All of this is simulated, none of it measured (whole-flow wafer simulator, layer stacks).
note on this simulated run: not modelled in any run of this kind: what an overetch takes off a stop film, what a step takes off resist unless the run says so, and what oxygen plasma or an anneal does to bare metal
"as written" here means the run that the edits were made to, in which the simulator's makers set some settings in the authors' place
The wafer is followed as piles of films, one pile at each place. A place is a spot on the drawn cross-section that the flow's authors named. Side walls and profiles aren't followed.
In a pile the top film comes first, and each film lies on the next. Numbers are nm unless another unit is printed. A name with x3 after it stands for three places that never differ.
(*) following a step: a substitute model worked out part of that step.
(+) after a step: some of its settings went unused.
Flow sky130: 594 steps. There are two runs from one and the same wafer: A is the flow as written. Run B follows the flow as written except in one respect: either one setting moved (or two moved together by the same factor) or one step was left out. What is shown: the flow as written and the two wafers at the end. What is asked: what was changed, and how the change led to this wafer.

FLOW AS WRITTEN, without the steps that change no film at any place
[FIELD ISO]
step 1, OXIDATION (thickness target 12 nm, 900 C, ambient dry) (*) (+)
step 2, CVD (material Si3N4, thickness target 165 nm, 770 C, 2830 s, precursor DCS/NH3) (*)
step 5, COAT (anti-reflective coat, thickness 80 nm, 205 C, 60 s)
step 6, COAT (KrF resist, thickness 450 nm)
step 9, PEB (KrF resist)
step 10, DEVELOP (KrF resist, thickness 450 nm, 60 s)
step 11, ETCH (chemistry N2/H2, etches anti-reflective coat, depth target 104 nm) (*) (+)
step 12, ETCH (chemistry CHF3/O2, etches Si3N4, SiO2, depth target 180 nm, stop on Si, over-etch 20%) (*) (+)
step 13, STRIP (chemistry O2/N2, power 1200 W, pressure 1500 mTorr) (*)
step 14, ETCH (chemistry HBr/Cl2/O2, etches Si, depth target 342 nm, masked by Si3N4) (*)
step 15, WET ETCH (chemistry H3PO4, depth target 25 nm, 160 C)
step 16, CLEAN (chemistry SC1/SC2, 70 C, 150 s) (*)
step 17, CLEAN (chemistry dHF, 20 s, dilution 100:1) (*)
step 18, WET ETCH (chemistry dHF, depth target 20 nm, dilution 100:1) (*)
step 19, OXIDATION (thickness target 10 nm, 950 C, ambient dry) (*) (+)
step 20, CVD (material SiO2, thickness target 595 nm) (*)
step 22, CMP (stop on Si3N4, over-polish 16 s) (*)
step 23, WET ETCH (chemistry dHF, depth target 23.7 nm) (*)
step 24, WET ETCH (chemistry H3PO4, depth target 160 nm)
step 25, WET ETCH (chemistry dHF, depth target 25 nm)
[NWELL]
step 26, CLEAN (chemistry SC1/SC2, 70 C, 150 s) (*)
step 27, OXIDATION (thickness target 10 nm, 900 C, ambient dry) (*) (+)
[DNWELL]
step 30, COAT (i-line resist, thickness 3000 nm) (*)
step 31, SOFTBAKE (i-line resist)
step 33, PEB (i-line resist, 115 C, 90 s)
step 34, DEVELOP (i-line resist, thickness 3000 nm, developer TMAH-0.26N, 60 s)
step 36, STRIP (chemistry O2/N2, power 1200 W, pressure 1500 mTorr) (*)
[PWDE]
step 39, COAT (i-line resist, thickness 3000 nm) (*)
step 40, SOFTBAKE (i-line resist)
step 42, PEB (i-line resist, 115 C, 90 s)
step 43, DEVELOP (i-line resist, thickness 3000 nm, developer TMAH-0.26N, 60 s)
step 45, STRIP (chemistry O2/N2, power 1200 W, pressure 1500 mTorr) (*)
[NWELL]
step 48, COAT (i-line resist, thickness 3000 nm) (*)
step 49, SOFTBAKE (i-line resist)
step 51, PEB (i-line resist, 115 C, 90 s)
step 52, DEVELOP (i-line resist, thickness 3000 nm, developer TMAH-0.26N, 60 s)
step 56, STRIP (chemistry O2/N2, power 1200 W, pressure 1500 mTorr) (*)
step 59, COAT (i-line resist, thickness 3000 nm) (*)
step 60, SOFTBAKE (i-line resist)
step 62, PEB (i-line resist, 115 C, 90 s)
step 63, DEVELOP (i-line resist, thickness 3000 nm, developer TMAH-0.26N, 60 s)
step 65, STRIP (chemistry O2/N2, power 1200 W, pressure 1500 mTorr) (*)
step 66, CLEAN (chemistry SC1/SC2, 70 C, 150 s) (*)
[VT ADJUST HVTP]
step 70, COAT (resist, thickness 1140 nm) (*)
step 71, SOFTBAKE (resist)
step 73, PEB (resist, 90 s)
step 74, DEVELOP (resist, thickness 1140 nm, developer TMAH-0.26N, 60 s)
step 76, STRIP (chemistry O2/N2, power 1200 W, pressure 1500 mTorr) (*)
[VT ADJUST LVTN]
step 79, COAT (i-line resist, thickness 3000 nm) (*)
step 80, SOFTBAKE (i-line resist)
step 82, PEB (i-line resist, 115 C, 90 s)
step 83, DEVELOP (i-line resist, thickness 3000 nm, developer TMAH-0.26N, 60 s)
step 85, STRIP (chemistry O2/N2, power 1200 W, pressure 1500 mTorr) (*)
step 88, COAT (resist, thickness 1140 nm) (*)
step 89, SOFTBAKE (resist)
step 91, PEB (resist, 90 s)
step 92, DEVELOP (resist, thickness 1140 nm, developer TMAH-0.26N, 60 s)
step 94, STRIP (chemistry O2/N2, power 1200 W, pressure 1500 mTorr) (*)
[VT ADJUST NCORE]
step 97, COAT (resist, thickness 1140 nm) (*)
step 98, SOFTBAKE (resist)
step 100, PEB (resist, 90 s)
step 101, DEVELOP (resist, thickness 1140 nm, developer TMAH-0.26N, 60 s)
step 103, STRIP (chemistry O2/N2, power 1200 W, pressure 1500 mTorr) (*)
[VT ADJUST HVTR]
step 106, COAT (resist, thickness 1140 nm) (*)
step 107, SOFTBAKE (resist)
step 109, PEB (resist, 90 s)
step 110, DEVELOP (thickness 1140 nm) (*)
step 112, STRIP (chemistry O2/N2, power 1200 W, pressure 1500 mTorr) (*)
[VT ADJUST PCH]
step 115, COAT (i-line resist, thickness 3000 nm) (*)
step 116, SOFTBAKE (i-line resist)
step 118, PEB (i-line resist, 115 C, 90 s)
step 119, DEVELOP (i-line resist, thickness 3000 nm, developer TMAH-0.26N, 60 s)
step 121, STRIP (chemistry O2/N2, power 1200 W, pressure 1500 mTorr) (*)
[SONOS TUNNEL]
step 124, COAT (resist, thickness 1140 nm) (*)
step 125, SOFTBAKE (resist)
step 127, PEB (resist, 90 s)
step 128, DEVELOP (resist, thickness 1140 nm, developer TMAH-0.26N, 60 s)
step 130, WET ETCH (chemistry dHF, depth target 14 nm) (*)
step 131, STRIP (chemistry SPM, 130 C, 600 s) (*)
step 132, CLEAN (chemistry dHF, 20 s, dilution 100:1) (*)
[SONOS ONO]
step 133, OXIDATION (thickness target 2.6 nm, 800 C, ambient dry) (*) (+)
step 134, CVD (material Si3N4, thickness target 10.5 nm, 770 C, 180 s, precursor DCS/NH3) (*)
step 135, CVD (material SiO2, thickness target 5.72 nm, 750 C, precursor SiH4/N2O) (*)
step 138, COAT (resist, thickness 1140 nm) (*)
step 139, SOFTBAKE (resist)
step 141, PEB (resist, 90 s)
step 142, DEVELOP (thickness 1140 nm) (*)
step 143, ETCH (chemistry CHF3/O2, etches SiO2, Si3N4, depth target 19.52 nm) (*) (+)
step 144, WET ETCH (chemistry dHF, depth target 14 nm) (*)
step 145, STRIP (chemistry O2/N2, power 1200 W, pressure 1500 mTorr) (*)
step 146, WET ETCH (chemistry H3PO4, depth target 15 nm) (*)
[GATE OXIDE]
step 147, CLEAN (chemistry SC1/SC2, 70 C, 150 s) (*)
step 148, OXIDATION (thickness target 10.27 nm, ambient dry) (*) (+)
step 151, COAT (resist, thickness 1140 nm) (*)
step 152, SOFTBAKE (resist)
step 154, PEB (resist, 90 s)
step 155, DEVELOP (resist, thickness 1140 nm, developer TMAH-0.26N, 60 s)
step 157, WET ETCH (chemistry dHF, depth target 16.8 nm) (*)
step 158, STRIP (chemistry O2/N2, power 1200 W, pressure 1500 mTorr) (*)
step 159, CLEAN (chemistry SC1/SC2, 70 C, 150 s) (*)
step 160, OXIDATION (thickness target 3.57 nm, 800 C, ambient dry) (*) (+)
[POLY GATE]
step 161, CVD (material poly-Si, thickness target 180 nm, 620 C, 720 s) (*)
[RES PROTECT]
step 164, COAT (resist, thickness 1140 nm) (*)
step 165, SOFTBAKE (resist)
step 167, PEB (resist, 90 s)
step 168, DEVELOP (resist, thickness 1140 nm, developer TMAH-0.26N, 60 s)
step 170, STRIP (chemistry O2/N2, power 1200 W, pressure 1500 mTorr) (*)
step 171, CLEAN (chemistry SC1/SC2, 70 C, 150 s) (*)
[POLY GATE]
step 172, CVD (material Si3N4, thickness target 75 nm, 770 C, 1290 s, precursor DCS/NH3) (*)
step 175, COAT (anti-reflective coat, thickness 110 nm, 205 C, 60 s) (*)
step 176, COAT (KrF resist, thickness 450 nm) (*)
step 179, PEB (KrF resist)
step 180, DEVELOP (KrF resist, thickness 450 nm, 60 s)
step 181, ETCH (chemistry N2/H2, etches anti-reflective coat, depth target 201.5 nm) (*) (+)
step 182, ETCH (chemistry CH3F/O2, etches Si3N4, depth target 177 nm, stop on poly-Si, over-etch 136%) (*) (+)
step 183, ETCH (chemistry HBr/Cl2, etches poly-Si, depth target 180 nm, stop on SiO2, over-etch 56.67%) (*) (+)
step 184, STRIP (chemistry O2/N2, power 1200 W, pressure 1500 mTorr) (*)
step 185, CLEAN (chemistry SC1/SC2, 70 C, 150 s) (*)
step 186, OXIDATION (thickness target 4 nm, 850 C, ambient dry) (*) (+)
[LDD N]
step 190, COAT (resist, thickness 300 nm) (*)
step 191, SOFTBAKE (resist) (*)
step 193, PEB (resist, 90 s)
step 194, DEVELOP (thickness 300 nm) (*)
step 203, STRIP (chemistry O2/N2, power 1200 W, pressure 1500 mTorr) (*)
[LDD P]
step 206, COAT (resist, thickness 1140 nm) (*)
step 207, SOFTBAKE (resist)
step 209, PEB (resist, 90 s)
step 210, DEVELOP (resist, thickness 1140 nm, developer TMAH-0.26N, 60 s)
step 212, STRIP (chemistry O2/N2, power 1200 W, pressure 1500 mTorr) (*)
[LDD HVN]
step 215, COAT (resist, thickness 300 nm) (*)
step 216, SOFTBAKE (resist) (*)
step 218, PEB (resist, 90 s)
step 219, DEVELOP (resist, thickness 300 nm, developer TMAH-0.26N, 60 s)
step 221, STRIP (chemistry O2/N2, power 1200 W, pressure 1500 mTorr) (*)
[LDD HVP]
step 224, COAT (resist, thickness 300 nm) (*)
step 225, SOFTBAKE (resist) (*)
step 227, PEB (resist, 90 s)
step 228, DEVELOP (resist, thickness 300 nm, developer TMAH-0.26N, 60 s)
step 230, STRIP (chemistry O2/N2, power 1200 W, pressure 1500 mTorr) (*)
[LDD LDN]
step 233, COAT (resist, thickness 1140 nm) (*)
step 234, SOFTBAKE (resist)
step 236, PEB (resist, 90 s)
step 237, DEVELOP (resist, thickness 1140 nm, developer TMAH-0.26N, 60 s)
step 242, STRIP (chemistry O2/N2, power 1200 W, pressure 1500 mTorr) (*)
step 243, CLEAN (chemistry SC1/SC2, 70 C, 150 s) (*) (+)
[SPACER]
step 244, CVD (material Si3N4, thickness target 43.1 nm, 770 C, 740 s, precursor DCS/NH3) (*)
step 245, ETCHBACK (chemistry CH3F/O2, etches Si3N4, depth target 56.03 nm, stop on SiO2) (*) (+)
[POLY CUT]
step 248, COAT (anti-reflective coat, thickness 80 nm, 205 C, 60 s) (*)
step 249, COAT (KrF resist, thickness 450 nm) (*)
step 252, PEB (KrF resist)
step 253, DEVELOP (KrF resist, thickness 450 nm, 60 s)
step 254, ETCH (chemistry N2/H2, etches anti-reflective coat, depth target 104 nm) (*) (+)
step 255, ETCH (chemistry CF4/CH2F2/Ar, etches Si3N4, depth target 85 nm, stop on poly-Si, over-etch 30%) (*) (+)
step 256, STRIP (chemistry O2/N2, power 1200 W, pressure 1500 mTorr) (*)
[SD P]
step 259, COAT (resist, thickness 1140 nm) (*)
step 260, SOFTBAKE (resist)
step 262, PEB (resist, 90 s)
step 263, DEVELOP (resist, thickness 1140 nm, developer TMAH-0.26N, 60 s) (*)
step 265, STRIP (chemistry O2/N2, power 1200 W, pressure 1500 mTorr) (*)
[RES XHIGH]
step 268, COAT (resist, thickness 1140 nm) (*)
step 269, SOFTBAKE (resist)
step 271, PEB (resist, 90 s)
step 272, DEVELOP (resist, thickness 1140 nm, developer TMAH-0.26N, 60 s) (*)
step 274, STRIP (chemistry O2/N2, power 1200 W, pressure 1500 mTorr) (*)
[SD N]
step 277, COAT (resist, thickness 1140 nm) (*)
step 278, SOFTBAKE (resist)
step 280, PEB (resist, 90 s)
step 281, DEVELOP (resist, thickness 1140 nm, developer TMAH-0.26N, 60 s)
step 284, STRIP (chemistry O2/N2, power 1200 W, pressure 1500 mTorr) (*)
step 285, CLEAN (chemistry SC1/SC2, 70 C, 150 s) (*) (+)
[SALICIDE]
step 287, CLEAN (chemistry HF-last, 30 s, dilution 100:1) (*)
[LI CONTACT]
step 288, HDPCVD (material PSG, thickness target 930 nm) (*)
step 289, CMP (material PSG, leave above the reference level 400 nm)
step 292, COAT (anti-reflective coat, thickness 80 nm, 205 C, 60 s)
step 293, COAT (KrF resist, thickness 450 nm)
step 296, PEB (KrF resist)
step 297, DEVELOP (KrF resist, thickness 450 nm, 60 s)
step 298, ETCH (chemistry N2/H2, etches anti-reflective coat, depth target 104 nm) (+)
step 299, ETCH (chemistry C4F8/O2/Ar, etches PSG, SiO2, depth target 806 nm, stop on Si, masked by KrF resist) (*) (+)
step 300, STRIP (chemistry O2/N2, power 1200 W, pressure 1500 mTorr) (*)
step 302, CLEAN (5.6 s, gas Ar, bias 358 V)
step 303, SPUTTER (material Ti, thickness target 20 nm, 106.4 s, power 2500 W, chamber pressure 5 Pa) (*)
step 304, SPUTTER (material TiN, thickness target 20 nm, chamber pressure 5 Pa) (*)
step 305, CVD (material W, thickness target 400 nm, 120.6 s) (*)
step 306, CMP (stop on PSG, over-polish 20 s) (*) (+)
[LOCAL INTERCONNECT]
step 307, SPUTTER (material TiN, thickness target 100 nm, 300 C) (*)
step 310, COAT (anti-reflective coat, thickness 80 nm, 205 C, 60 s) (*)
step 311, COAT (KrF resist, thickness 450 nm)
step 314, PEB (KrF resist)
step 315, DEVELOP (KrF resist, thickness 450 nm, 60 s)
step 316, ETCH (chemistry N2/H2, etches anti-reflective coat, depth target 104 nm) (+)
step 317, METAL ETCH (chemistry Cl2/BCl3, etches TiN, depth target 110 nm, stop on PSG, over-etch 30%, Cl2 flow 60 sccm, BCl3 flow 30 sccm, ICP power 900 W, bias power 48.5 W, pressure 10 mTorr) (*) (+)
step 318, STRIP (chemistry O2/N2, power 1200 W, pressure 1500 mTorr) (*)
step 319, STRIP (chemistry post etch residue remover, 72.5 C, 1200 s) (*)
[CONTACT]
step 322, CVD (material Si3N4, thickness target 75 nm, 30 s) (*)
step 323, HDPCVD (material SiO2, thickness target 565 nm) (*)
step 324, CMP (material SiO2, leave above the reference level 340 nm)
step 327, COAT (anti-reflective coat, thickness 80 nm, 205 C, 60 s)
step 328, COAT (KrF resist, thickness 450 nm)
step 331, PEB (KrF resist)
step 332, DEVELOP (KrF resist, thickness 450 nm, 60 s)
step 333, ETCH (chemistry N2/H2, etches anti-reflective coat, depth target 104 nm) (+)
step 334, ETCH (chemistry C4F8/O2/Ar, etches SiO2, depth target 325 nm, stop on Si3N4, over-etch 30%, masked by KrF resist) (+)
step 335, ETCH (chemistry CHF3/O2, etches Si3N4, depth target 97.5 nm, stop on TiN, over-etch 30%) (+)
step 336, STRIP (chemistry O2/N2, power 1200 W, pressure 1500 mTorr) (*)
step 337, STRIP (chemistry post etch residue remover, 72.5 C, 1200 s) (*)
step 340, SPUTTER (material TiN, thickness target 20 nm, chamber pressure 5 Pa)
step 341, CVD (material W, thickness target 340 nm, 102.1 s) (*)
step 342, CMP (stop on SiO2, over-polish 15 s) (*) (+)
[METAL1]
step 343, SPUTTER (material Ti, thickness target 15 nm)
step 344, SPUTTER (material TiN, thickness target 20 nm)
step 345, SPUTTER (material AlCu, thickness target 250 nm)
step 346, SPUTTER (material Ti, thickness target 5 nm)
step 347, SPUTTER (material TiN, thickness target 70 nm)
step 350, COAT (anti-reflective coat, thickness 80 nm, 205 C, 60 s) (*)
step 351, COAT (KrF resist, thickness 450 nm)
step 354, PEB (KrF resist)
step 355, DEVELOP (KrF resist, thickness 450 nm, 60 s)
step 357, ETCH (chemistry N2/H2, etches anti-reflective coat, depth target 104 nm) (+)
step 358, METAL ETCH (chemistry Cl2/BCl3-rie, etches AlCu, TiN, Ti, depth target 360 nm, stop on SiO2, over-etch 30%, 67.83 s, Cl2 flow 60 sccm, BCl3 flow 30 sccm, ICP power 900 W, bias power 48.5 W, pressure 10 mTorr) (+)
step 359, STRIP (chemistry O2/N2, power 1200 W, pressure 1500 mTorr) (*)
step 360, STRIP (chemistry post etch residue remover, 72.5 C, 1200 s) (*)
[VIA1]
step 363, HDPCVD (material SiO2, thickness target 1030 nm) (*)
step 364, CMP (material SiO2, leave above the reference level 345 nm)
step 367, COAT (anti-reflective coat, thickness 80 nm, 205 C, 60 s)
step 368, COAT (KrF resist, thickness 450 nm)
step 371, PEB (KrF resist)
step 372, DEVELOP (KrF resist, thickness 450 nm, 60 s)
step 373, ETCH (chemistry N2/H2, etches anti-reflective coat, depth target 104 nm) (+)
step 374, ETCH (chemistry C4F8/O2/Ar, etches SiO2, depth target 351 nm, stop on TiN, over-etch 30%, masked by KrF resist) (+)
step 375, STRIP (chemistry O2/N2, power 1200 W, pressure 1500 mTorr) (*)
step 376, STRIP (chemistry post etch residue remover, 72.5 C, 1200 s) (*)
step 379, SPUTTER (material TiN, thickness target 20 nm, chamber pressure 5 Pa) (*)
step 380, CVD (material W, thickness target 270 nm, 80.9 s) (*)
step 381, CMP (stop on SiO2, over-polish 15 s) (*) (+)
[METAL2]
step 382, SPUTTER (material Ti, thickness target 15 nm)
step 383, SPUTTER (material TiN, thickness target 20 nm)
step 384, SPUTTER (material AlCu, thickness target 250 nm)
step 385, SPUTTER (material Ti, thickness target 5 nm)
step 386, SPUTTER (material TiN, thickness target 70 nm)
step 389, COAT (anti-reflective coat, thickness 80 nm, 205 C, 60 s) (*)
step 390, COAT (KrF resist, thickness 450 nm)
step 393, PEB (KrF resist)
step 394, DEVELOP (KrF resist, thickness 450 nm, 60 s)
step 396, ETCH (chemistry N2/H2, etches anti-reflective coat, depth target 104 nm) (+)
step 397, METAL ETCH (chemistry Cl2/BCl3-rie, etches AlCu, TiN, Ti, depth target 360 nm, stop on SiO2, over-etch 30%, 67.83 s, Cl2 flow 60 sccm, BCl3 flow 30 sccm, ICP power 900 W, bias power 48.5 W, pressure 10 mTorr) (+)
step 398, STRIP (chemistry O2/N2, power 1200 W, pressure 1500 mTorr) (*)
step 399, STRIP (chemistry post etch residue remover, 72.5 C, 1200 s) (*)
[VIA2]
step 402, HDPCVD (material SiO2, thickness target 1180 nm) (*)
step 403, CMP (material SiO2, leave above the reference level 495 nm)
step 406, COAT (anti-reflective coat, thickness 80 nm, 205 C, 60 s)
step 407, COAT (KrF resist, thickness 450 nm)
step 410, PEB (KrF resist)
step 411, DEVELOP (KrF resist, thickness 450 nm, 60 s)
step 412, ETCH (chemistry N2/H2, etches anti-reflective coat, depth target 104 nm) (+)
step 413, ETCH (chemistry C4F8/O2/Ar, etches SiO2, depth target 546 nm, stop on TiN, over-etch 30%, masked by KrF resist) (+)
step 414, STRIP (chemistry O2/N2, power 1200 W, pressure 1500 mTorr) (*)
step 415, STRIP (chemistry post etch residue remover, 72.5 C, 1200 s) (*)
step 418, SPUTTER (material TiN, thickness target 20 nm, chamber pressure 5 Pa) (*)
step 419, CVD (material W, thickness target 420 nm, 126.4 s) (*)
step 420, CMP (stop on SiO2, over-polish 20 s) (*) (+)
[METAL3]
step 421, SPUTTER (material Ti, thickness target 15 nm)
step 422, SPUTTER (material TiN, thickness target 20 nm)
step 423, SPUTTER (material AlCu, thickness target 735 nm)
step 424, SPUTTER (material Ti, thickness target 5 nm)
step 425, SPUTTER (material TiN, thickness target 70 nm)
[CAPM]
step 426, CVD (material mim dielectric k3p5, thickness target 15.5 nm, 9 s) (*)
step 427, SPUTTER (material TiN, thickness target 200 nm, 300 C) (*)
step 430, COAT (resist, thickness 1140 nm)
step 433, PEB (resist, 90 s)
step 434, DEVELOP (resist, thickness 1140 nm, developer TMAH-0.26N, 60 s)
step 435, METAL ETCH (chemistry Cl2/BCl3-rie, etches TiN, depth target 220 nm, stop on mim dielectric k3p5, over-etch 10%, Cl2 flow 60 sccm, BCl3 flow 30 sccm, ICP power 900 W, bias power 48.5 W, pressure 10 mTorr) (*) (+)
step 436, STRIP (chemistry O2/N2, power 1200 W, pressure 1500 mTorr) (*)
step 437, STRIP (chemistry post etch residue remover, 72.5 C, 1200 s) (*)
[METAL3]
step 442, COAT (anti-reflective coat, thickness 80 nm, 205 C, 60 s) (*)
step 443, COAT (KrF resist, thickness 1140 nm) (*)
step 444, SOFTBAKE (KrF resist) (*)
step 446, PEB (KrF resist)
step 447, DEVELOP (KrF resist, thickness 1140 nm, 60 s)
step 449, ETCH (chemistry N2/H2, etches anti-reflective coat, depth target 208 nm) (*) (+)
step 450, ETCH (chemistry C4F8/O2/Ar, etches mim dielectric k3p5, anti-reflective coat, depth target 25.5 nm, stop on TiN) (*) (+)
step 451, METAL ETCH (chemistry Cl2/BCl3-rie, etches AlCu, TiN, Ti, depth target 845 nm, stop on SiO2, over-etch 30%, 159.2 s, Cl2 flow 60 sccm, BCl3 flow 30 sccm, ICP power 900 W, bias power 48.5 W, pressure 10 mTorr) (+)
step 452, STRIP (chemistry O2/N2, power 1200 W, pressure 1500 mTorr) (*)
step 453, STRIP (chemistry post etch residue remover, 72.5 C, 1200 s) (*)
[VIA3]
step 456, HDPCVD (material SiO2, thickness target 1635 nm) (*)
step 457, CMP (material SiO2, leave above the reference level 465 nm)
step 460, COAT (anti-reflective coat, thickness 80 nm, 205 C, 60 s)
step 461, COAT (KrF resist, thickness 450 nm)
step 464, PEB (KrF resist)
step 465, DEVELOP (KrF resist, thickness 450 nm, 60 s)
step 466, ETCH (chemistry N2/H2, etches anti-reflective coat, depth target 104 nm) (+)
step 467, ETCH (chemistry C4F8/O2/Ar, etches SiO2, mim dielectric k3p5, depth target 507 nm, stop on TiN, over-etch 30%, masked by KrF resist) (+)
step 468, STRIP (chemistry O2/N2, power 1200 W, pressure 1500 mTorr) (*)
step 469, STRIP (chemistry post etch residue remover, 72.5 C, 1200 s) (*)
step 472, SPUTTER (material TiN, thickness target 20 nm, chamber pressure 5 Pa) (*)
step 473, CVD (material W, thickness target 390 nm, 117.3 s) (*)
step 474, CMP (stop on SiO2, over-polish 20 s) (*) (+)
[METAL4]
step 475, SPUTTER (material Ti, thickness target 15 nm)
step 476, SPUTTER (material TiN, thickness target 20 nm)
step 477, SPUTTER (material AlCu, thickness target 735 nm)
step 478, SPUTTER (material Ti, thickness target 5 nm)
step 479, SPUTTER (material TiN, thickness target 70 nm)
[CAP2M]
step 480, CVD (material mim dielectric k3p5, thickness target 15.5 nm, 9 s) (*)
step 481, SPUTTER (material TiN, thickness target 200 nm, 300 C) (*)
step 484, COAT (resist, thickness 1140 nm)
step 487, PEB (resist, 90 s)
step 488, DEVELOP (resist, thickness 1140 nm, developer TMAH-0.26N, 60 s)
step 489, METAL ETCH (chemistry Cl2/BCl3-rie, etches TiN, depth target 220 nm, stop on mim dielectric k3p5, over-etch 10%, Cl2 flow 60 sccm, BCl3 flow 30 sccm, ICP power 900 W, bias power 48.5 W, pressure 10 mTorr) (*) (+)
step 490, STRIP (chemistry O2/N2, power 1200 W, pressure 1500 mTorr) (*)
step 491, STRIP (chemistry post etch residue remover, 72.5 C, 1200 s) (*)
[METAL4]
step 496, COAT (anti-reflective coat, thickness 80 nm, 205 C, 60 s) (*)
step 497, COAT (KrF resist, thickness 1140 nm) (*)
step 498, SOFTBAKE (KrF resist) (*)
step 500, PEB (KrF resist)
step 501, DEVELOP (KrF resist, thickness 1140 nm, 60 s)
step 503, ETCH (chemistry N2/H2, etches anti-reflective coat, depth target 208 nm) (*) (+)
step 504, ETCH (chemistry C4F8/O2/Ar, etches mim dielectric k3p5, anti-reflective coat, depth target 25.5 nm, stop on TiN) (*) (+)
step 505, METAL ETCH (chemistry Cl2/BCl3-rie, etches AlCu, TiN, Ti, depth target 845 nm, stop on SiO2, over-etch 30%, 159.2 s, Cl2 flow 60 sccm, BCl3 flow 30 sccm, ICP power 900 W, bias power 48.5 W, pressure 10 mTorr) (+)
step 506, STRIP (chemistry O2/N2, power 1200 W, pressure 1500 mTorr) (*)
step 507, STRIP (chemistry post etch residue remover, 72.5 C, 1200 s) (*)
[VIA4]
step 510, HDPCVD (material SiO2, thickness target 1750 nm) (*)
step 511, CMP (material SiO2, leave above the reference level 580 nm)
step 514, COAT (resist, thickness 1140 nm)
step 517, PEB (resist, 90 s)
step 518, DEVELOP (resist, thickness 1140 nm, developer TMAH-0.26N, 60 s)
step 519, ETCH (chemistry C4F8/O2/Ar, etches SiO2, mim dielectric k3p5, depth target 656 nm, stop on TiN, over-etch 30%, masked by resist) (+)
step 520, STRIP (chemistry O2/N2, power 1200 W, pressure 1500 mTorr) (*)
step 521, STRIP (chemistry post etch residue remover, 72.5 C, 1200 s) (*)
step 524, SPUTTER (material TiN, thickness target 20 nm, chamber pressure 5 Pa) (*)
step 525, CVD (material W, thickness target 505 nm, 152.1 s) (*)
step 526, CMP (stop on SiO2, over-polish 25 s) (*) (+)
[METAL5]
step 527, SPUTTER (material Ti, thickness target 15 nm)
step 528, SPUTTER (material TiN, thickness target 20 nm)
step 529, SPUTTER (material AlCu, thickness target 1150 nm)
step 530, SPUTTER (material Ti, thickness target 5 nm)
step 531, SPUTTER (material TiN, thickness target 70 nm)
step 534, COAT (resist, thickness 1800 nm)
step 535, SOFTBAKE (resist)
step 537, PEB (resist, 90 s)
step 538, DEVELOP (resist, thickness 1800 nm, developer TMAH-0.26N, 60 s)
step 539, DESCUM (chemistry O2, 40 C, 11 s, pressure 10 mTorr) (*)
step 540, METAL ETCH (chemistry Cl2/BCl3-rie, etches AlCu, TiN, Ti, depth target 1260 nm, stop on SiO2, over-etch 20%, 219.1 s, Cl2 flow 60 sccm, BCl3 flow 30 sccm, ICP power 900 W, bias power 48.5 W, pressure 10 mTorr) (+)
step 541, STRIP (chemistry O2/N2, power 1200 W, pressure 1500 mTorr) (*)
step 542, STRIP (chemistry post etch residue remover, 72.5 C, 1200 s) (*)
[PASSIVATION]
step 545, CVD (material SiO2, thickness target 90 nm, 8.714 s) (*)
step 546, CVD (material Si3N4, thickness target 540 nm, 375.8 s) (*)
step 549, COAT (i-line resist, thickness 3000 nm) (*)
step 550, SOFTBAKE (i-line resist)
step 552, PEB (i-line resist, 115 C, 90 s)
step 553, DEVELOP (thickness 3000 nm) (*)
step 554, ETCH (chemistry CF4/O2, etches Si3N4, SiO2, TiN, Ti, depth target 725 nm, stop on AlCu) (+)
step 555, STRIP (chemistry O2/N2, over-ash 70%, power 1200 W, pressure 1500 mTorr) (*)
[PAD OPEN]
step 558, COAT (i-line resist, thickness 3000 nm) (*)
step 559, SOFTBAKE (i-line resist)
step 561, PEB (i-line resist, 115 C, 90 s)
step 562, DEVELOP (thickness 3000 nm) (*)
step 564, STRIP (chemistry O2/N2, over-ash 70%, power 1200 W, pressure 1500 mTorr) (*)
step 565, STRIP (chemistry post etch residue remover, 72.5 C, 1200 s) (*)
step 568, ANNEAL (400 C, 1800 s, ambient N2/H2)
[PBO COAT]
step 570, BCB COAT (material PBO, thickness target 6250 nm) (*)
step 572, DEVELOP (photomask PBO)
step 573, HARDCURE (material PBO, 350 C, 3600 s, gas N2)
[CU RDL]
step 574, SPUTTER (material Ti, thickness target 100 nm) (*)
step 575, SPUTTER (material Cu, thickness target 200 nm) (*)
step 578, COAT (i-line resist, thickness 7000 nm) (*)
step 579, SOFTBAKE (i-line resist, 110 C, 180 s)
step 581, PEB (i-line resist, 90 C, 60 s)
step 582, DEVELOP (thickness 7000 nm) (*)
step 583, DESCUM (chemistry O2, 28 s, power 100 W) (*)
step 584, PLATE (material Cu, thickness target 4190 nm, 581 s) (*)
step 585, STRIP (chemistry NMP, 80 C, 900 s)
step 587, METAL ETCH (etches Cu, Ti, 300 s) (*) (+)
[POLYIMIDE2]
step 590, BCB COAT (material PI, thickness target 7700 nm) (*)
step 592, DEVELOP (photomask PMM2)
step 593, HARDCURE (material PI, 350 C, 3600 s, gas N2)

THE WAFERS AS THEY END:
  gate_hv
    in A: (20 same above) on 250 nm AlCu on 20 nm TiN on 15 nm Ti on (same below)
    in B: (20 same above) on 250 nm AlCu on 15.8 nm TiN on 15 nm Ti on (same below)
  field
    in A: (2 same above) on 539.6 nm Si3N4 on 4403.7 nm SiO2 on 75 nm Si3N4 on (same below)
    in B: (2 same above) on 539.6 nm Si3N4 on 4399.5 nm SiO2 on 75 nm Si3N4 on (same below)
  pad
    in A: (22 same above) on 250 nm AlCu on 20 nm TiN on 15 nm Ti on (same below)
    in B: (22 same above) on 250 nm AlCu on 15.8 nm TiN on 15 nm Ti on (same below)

What caused this: step 383, SPUTTER: thickness target 15.8 nm was run, though the flow has thickness target 20 nm.
One can read it off the wafer: gate_hv has TiN 15.8, and step 383 as written asks for 20 nm.

How this came from the change, step by step:
  step 383, SPUTTER (material TiN, thickness target 20 nm)
      field, active, n_well and 188 more: A +20 TiN (new film) | B +15.8 TiN (new film)
  step 397, METAL ETCH (chemistry Cl2/BCl3-rie, etches AlCu, TiN, Ti, depth target 360 nm, stop on SiO2, over-etch 30%, 67.83 s, Cl2 flow 60 sccm, BCl3 flow 30 sccm, ICP power 900 W, bias power 48.5 W, pressure 10 mTorr) (+)
      field, active, gate and 82 more: A -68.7 TiN (all of it), -5 Ti (all of it), -250 AlCu (all of it), -20 TiN (all of it), -15 Ti (all of it), -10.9 SiO2 | B -68.7 TiN (all of it), -5 Ti (all of it), -250 AlCu (all of it), -15.8 TiN (all of it), -15 Ti (all of it), -11.4 SiO2
